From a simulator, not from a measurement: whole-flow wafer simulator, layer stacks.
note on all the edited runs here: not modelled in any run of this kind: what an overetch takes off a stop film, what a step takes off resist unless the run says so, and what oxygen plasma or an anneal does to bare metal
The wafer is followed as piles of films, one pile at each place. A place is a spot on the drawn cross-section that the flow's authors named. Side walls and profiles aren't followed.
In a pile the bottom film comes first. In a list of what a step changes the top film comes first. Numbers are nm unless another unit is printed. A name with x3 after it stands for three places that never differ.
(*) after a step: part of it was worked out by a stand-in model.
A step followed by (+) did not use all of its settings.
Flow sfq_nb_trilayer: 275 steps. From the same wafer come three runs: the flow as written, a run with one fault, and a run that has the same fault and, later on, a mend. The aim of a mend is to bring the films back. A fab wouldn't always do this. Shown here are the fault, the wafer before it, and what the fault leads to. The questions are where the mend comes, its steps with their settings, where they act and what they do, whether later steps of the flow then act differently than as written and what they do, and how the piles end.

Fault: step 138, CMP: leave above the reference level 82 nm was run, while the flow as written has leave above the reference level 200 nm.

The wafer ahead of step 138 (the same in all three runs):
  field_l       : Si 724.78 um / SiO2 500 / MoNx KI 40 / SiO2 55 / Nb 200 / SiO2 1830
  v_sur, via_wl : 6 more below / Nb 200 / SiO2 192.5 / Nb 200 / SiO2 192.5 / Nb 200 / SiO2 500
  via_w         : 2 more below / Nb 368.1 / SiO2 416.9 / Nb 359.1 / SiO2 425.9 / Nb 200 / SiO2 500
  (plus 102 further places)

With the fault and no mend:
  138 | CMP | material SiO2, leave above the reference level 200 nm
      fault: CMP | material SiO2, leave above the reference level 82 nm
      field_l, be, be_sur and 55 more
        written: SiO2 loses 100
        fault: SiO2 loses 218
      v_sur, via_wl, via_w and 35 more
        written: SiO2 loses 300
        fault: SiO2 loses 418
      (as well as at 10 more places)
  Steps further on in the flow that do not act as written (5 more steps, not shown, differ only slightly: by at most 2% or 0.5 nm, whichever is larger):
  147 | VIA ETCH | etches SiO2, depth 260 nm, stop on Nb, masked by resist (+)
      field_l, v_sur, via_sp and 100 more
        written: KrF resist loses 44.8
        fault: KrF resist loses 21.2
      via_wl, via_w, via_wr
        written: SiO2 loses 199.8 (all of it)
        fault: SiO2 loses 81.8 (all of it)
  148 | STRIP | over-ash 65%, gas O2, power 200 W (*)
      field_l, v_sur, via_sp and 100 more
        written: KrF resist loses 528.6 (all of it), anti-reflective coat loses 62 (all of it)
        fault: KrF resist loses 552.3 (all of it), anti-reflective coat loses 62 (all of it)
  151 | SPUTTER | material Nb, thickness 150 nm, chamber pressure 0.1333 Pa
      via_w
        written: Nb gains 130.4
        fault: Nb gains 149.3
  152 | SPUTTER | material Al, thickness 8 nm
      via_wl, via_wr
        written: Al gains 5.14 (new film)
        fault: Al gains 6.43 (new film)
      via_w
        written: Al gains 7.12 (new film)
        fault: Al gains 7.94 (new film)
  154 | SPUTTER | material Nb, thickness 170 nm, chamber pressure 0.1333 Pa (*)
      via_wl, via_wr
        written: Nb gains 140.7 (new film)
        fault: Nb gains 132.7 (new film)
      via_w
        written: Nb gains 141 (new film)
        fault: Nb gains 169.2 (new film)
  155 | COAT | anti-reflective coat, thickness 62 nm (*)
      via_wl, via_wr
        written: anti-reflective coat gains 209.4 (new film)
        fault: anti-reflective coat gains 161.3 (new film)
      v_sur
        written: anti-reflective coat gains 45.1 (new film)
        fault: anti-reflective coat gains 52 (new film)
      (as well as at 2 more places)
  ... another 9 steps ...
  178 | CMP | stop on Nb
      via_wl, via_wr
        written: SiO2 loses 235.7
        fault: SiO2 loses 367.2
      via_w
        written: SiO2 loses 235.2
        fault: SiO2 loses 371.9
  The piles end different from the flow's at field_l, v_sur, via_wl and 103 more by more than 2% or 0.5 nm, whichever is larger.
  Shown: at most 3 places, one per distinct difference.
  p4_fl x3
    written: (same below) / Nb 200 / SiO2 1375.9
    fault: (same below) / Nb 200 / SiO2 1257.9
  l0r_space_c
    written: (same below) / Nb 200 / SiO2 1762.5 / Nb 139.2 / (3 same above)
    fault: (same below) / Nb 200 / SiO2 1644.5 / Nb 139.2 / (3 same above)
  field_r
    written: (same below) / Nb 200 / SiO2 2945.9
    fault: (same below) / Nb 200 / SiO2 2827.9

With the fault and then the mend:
  The mend stands after step 145.
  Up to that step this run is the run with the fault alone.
  145a | STRIP | over-ash 65%, gas O2, power 200 W (*)
      field_l, v_sur, via_sp and 100 more
        KrF resist loses 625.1 (all of it), anti-reflective coat loses 62 (all of it)
      via_wl, via_w, via_wr
        anti-reflective coat loses 62 (all of it)
  145b | PECVD | material SiO2, thickness 118 nm, 150 C, 26.22 s, RF power 183.3 W, pressure 2.4 Torr, precursor SiH4/N2O (the flow's step 137, run once more with other settings)
      field_l, v_sur, via_wl and 103 more
        SiO2 gains 118
  145c | COAT | anti-reflective coat, thickness 62 nm (the flow's step 140, run once more)
      field_l, v_sur, via_wl and 103 more
        anti-reflective coat gains 62 (new film)
  145d | COAT | KrF resist, thickness 650 nm (the flow's step 141, run once more)
      field_l, v_sur, via_wl and 103 more
        KrF resist gains 650 (new film)
  145e | SOFTBAKE | KrF resist (the flow's step 142, run once more)
      leaves every film unchanged at each place that is followed
  145f | EXPOSE | photomask I4, dose 11.93 mJ/cm2, NA 0.6, wavelength 248 nm (*) (the flow's step 143, run once more)
      leaves every film unchanged at each place that is followed
  145g | PEB | KrF resist, 90 s (the flow's step 144, run once more)
      field_l, v_sur, via_wl and 103 more
        KrF resist loses 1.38
  145h | DEVELOP | KrF resist, thickness 650 nm, 60 s (the flow's step 145, run once more)
      field_l, v_sur, via_sp and 100 more
        KrF resist loses 23.5
      via_wl, via_w, via_wr
        KrF resist loses 648.6 (all of it)
  Later steps of the flow that are run all act as written at every place that is followed, up to a difference of at most 2% or 0.5 nm, whichever is larger.
  By the end, the piles equal the flow's at every place that both follow.
